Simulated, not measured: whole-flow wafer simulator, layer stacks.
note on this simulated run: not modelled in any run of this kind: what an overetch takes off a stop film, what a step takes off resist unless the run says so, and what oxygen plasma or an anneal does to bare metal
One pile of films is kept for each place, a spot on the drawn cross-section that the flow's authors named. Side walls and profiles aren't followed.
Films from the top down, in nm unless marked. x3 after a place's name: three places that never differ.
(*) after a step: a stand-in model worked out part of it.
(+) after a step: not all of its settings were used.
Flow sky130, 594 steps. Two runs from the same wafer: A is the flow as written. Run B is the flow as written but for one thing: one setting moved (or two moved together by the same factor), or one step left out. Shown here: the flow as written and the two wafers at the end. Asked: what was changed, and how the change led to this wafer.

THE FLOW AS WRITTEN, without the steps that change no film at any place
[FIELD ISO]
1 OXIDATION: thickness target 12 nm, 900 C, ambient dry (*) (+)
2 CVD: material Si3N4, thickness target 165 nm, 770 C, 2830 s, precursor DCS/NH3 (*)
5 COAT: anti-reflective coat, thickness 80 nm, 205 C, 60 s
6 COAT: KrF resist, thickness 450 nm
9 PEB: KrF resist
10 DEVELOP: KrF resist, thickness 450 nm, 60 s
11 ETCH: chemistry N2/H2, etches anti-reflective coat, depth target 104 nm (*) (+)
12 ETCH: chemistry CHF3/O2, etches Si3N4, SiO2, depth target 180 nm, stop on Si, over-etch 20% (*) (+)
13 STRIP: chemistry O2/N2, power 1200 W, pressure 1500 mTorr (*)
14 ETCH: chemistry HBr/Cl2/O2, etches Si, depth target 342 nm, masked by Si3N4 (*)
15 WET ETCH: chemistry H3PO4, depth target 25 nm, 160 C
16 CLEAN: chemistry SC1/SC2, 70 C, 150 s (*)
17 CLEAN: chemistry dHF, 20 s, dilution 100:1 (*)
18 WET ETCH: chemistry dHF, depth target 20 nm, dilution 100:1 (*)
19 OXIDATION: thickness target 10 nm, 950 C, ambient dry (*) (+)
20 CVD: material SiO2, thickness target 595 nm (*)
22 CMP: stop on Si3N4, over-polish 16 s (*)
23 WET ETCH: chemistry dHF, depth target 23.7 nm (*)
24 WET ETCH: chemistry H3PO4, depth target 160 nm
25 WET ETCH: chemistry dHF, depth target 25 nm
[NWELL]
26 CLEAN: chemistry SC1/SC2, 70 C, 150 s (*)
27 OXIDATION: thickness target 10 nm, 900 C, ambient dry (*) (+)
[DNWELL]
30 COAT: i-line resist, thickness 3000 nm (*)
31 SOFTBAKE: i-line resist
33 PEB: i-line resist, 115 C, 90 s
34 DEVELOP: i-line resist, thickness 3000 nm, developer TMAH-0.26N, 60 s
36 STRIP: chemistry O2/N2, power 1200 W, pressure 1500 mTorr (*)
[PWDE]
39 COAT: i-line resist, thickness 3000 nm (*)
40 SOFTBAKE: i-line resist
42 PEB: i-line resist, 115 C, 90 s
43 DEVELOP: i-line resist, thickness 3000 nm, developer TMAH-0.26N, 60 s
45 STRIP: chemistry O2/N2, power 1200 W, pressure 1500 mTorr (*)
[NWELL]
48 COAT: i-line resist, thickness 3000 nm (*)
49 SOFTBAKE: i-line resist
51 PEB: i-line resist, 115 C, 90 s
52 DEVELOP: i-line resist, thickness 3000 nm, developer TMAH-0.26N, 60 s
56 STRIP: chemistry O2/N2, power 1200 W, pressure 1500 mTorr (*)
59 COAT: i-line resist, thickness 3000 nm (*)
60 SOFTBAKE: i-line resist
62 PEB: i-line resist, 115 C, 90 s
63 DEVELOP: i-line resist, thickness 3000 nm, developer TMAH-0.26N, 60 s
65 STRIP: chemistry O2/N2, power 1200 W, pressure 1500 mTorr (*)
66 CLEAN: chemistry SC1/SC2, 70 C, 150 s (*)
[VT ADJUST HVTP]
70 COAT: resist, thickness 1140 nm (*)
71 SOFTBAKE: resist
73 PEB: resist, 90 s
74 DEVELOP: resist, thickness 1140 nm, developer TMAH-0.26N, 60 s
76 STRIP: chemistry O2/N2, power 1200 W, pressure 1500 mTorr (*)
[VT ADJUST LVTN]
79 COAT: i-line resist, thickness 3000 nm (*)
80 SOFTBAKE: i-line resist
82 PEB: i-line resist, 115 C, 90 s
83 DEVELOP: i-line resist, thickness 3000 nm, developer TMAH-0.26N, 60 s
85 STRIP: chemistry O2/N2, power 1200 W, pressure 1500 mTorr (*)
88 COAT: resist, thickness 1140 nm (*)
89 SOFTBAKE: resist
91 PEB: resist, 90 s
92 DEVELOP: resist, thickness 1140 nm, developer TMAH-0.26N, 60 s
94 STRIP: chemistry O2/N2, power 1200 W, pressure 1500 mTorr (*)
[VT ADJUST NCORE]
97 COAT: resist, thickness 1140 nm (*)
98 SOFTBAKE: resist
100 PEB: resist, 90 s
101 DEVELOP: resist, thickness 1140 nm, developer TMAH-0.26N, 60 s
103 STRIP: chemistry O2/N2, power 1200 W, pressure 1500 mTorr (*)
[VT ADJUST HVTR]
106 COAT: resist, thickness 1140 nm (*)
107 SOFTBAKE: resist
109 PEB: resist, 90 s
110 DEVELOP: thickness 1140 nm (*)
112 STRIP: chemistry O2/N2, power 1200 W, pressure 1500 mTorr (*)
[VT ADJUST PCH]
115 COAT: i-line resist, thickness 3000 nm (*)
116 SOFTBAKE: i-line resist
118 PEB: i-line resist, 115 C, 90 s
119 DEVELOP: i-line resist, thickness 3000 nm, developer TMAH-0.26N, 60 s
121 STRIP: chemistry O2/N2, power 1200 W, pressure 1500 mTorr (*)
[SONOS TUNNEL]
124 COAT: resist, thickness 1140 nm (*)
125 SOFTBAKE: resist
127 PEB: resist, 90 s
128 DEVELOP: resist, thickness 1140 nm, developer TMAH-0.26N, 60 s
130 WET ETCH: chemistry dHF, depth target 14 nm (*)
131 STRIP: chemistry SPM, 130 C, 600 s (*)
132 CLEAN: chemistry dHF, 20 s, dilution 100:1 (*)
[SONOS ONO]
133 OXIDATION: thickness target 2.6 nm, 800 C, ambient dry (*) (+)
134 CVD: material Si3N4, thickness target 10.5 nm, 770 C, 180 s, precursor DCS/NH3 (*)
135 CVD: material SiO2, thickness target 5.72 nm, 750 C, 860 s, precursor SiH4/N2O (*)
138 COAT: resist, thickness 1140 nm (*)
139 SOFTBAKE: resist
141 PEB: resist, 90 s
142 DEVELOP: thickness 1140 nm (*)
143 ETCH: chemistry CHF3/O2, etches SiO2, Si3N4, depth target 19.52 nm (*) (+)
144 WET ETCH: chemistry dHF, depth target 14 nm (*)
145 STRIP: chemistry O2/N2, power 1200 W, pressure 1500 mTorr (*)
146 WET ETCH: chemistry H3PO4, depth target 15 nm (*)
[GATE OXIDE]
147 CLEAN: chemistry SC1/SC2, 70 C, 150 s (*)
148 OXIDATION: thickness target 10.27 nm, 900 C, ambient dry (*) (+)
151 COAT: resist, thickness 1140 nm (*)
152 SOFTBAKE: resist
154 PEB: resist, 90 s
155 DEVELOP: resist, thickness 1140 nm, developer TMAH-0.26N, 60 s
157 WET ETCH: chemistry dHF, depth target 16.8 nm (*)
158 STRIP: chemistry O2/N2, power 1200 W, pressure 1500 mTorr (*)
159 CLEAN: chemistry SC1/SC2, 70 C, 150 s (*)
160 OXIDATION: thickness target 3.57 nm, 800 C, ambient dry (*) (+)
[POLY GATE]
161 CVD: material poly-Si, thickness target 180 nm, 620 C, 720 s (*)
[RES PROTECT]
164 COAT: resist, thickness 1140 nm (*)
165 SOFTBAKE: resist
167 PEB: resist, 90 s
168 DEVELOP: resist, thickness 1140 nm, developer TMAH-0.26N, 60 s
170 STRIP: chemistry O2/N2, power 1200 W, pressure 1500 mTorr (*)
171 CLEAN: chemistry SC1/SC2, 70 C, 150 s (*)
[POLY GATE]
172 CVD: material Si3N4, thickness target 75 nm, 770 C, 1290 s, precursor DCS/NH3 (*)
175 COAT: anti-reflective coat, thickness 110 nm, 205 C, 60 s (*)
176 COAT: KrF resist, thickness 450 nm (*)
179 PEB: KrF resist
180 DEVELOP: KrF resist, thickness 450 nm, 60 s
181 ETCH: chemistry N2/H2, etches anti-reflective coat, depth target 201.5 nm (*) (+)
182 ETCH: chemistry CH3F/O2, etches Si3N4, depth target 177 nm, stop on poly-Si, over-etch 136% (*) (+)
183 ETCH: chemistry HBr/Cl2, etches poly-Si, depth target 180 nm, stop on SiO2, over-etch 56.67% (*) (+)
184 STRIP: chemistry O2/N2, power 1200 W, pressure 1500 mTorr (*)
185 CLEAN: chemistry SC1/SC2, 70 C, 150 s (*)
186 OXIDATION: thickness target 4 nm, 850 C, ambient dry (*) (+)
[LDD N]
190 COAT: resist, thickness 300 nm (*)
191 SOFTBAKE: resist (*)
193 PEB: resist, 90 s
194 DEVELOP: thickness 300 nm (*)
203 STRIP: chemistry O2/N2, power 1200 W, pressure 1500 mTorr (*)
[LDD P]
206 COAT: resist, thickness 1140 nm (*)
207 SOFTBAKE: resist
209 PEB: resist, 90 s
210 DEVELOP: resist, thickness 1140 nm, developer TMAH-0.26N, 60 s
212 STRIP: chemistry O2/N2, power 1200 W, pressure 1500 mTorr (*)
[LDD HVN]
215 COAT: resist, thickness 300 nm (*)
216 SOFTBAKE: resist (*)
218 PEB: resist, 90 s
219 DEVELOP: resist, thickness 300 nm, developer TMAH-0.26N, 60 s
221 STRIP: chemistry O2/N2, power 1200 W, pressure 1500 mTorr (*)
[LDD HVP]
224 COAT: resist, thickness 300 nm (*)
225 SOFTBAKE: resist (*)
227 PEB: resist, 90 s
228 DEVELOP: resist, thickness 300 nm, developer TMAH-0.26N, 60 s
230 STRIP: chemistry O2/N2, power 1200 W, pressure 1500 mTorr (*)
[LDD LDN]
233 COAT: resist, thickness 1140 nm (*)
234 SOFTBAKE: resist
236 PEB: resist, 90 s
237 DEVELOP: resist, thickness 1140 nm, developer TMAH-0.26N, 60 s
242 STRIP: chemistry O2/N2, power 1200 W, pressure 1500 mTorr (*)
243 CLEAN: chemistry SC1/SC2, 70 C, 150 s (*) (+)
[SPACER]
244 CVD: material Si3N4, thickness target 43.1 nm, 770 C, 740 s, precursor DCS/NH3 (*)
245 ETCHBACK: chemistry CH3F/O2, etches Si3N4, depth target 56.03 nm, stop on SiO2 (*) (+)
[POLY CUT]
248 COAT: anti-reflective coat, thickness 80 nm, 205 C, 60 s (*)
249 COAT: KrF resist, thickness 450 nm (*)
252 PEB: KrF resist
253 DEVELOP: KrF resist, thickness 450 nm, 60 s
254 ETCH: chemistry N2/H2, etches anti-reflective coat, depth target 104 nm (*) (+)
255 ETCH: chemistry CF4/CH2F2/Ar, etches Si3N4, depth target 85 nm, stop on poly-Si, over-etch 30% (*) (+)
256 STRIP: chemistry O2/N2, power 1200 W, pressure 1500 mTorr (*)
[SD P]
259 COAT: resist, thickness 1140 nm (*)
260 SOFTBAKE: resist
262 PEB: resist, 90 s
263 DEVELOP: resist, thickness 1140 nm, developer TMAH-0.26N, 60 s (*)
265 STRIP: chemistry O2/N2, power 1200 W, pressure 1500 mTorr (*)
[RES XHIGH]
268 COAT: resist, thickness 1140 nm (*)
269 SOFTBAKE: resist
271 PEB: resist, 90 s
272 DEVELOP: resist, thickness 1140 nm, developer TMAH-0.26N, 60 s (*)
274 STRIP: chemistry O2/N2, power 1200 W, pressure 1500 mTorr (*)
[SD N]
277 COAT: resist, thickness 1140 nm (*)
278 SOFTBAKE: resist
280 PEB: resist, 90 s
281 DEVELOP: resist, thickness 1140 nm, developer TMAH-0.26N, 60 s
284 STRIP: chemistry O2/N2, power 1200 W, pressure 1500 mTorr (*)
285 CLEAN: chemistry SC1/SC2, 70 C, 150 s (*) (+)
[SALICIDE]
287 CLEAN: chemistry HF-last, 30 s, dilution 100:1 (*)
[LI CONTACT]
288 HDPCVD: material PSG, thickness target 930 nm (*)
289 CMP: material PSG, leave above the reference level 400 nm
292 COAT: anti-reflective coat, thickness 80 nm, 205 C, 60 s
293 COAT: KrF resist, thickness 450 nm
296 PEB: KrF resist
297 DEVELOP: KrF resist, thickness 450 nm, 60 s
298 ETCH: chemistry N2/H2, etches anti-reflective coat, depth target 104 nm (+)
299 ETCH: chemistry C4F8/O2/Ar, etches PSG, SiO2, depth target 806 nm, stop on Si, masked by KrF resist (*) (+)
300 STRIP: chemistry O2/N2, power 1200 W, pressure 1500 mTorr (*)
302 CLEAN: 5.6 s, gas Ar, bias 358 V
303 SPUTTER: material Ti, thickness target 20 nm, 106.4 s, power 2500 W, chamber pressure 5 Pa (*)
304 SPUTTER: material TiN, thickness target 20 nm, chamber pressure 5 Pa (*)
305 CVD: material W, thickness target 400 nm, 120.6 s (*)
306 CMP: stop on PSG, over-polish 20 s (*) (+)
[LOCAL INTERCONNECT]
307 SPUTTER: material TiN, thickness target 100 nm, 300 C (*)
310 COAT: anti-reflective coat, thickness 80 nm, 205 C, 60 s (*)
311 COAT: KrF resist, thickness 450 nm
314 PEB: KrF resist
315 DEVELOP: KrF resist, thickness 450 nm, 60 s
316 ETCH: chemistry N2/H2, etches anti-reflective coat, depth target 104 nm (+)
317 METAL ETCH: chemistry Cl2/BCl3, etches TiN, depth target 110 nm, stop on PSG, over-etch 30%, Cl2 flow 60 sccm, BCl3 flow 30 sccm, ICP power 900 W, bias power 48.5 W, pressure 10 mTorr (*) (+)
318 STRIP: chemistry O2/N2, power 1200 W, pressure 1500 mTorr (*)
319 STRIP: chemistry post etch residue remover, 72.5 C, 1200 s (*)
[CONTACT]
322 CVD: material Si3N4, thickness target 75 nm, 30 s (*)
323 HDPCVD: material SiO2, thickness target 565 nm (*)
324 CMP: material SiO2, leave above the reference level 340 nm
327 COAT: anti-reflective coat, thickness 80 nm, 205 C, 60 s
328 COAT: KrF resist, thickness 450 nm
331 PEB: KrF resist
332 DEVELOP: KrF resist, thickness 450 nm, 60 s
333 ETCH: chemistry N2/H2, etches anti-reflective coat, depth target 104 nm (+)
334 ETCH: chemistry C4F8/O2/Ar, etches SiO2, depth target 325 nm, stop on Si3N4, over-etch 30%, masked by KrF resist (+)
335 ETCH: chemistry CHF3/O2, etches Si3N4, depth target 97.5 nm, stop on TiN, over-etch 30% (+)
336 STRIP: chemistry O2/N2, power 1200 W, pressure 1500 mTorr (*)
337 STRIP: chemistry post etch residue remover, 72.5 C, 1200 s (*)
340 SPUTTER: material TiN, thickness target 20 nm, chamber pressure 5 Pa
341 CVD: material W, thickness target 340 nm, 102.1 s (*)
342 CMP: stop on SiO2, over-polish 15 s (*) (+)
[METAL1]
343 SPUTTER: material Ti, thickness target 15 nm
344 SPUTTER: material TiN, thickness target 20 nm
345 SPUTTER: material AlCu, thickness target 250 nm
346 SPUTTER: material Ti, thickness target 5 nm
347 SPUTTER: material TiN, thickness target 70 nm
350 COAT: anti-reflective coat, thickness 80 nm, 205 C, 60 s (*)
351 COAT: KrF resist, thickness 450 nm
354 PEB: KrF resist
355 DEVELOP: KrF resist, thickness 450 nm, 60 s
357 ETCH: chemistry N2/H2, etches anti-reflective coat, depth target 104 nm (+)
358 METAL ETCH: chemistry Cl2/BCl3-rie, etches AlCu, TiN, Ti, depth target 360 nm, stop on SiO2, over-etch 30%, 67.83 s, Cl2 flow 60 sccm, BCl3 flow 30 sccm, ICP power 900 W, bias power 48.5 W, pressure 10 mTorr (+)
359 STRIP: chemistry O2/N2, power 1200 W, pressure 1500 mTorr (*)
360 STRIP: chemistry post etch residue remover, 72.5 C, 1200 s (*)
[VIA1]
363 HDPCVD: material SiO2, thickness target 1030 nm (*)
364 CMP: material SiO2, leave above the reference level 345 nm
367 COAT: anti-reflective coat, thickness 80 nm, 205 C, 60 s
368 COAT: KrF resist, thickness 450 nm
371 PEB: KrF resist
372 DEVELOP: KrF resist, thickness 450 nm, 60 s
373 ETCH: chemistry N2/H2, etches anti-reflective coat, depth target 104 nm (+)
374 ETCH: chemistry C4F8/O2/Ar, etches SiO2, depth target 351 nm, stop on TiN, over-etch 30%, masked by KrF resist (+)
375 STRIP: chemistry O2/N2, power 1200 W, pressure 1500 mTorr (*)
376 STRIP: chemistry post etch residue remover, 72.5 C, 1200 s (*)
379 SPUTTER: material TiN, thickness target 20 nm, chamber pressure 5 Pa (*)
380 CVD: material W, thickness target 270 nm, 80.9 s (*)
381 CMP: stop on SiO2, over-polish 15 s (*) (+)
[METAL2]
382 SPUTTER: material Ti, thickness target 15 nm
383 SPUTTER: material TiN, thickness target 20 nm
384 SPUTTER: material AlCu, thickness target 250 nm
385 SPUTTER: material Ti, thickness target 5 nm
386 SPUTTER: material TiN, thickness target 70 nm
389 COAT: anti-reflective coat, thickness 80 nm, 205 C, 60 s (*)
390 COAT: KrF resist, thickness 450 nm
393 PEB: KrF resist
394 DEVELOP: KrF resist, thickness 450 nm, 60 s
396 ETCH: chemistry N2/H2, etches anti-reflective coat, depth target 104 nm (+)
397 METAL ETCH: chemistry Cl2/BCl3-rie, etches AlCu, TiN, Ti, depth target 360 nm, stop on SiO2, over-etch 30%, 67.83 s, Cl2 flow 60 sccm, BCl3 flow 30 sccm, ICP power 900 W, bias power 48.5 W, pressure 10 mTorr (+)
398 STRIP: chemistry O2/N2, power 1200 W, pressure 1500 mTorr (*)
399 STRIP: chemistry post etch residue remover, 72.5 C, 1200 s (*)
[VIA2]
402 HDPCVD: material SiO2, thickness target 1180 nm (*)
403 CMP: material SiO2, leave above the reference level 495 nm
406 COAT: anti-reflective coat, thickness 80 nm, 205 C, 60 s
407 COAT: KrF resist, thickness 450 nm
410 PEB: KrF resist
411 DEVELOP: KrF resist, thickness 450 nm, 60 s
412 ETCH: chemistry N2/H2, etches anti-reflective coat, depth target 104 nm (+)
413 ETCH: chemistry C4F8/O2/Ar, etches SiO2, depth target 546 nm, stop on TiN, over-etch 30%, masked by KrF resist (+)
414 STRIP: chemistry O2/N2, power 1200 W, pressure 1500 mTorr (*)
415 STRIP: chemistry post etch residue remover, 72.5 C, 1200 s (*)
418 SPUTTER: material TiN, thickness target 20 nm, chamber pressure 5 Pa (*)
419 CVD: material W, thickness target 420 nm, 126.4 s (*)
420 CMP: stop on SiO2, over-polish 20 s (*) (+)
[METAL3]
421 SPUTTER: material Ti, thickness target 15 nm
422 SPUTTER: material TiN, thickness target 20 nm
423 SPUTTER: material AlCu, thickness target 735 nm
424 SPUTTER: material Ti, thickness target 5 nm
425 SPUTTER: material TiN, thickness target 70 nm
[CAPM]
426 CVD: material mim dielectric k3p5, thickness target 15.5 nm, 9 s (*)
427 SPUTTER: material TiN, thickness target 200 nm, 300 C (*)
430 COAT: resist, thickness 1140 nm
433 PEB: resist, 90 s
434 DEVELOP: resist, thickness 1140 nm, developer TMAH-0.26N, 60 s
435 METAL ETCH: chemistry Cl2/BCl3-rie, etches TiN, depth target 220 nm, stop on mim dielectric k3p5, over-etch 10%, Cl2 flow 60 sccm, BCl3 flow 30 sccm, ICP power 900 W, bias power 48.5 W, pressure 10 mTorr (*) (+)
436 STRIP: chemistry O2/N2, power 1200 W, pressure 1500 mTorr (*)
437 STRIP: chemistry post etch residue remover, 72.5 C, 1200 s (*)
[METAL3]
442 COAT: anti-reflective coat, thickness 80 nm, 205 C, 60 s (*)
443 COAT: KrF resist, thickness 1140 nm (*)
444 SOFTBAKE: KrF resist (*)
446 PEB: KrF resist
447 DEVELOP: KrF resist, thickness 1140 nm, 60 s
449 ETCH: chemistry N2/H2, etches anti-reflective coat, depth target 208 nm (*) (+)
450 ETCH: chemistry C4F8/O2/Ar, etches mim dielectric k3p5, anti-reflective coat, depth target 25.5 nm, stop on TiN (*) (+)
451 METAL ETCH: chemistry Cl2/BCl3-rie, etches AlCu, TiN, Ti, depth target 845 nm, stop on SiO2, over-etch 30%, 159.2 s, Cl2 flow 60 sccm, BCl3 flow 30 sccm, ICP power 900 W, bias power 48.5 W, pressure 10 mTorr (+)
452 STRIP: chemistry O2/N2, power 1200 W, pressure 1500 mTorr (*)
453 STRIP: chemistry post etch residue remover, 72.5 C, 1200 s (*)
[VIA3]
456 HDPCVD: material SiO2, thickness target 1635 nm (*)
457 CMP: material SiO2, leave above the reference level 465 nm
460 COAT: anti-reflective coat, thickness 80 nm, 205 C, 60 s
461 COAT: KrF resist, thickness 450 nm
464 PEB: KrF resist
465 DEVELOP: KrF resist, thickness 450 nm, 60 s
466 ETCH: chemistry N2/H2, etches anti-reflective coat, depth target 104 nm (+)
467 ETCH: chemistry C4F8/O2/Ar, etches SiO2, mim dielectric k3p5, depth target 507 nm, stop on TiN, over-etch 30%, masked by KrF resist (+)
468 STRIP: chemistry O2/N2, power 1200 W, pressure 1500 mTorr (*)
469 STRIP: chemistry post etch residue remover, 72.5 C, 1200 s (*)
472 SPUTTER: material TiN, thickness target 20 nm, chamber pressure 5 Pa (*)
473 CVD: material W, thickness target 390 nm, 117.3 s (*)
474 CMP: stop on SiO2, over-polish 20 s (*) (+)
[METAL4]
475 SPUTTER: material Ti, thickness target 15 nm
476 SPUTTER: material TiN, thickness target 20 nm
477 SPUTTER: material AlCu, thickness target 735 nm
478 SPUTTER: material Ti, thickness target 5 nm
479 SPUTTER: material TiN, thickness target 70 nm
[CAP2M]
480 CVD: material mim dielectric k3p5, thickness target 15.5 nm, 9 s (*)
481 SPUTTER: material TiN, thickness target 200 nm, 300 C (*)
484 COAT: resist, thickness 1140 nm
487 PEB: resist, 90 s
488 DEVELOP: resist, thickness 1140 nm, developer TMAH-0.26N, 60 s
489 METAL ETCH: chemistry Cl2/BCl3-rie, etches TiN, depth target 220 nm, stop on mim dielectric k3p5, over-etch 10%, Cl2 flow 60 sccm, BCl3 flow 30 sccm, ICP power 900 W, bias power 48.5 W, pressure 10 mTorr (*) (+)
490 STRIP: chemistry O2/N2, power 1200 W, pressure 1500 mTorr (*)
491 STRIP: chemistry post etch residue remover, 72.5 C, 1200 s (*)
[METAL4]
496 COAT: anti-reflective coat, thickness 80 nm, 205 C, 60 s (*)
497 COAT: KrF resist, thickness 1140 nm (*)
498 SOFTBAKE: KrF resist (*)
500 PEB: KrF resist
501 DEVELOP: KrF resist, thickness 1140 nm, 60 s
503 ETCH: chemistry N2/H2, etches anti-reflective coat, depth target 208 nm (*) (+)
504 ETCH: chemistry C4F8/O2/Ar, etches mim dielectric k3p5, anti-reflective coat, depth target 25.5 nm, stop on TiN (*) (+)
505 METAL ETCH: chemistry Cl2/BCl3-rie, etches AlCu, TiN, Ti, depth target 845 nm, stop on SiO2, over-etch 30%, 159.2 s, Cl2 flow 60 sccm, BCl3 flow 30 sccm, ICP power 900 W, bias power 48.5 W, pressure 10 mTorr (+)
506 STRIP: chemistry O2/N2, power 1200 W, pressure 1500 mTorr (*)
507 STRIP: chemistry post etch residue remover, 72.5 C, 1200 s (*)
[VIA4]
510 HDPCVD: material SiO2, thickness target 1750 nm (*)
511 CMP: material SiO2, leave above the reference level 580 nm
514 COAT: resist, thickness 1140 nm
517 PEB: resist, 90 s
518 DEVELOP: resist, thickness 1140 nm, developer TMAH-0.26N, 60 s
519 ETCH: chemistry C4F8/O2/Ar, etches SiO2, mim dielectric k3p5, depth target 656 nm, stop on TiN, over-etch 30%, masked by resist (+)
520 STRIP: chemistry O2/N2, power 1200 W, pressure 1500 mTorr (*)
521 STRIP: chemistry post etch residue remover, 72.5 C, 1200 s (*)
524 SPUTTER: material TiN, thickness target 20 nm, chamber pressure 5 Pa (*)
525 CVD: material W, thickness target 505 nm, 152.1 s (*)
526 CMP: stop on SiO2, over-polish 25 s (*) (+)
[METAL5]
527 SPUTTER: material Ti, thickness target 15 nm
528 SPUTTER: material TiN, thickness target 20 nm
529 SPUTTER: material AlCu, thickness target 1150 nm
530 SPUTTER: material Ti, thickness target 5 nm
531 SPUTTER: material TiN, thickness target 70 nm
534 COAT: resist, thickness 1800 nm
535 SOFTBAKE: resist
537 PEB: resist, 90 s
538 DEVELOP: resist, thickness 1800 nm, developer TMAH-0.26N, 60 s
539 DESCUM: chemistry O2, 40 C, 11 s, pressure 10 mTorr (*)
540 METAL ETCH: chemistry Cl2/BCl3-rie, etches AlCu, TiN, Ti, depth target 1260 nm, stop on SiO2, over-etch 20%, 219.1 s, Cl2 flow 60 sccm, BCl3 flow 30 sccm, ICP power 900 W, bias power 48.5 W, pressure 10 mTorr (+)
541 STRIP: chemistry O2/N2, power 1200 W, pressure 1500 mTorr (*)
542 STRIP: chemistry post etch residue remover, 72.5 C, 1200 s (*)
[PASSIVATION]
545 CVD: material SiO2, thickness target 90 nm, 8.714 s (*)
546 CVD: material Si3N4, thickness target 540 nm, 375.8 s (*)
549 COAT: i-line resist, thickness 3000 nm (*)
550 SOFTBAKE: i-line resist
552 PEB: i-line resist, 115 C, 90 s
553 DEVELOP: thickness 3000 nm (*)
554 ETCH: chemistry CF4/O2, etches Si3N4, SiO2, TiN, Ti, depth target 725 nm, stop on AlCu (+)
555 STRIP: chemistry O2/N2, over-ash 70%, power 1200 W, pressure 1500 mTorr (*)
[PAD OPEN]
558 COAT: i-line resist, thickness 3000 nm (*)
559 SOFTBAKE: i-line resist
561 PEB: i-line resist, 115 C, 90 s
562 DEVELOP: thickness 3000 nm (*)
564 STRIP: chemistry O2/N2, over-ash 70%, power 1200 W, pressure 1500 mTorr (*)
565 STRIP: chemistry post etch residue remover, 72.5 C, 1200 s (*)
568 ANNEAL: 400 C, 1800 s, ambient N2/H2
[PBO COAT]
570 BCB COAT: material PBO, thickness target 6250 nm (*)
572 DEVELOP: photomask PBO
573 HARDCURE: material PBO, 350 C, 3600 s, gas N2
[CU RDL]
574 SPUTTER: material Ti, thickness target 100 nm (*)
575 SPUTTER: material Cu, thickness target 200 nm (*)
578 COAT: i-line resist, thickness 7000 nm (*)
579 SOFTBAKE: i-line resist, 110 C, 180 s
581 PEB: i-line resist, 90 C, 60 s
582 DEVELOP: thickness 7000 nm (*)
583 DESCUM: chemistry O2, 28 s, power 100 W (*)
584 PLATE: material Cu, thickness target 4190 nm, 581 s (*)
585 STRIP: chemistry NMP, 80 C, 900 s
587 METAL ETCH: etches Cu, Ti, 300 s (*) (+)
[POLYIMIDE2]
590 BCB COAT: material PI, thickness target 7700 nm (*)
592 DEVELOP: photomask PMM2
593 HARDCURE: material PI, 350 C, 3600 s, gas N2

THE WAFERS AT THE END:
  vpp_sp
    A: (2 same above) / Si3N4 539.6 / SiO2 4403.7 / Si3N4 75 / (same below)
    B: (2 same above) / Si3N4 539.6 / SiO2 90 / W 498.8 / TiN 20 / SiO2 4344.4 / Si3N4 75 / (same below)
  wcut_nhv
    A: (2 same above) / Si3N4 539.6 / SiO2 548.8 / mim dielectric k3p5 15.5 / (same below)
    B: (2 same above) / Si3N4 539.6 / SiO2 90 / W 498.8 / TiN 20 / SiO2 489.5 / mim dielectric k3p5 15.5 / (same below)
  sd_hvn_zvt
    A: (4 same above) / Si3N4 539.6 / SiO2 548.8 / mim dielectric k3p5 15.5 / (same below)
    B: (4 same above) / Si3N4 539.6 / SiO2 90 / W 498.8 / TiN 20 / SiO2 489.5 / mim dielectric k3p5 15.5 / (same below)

The cause: step 526, CMP: stop on SiO2, over-polish 25 s (*) (+), was left out.

How the change led to this, step by step:
  540 METAL ETCH: chemistry Cl2/BCl3-rie, etches AlCu, TiN, Ti, depth target 1260 nm, stop on SiO2, over-etch 20%, 219.1 s, Cl2 flow 60 sccm, BCl3 flow 30 sccm, ICP power 900 W, bias power 48.5 W, pressure 10 mTorr (+)
      field, active, gate and 175 more: A TiN -70 (all of it), Ti -5 (all of it), AlCu -1150 (all of it), TiN -20 (all of it), Ti -15 (all of it), SiO2 -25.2 | B TiN -70 (all of it), Ti -5 (all of it), AlCu -1150 (all of it), TiN -20 (all of it), Ti -15 (all of it)
  542 STRIP: chemistry post etch residue remover, 72.5 C, 1200 s (*)
      field, active, gate and 175 more: A nothing | B W -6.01
  545 CVD: material SiO2, thickness target 90 nm, 8.714 s (*)
      field, active, gate and 175 more: A SiO2 +90 | B SiO2 +90 (new film)
  550 SOFTBAKE: i-line resist
      gate: A i-line resist -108 | B i-line resist -105.8
      spacer: A i-line resist -146.1 | B i-line resist -143
      (and at 21 more places)
  552 PEB: i-line resist, 115 C, 90 s
      iso_guard__w2: A i-line resist -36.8 | B i-line resist -36
  559 SOFTBAKE: i-line resist
      gate: A i-line resist -108 | B i-line resist -105.8
      gate_hv: A i-line resist +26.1 | B i-line resist +25.5
      (and at 22 more places)
  561 PEB: i-line resist, 115 C, 90 s
      iso_guard__w2: A i-line resist -36.8 | B i-line resist -36
  578 COAT: i-line resist, thickness 7000 nm (*)
      pad: A i-line resist +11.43 um (new film) | B i-line resist +11.45 um (new film)
  582 DEVELOP: thickness 7000 nm (*)
      pad: A i-line resist -11.43 um (all of it) | B i-line resist -11.45 um (all of it)
Counting metal films that touch as one body, vpp_sp has 1 body; the flow as written gives 0 bodies.
Counting metal films that touch as one body, wcut_nhv has 6 bodies (between them, from the top down: SiO2 489.5 / mim dielectric k3p5 15.5; SiO2 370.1 / mim dielectric k3p5 15.5; SiO2 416; SiO2 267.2; SiO2 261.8 / Si3N4 75); the flow as written gives 5 bodies (between them, from the top down: SiO2 370.1 / mim dielectric k3p5 15.5; SiO2 416; SiO2 267.2; SiO2 261.8 / Si3N4 75).
Counting metal films that touch as one body, sd_hvn_zvt has 7 bodies (between them, from the top down: PBO 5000 / Si3N4 539.6 / SiO2 90; SiO2 489.5 / mim dielectric k3p5 15.5; SiO2 370.1 / mim dielectric k3p5 15.5; SiO2 416; SiO2 267.2; SiO2 261.8 / Si3N4 75); the flow as written gives 6 bodies (between them, from the top down: PBO 5000 / Si3N4 539.6 / SiO2 548.8 / mim dielectric k3p5 15.5; SiO2 370.1 / mim dielectric k3p5 15.5; SiO2 416; SiO2 267.2; SiO2 261.8 / Si3N4 75).
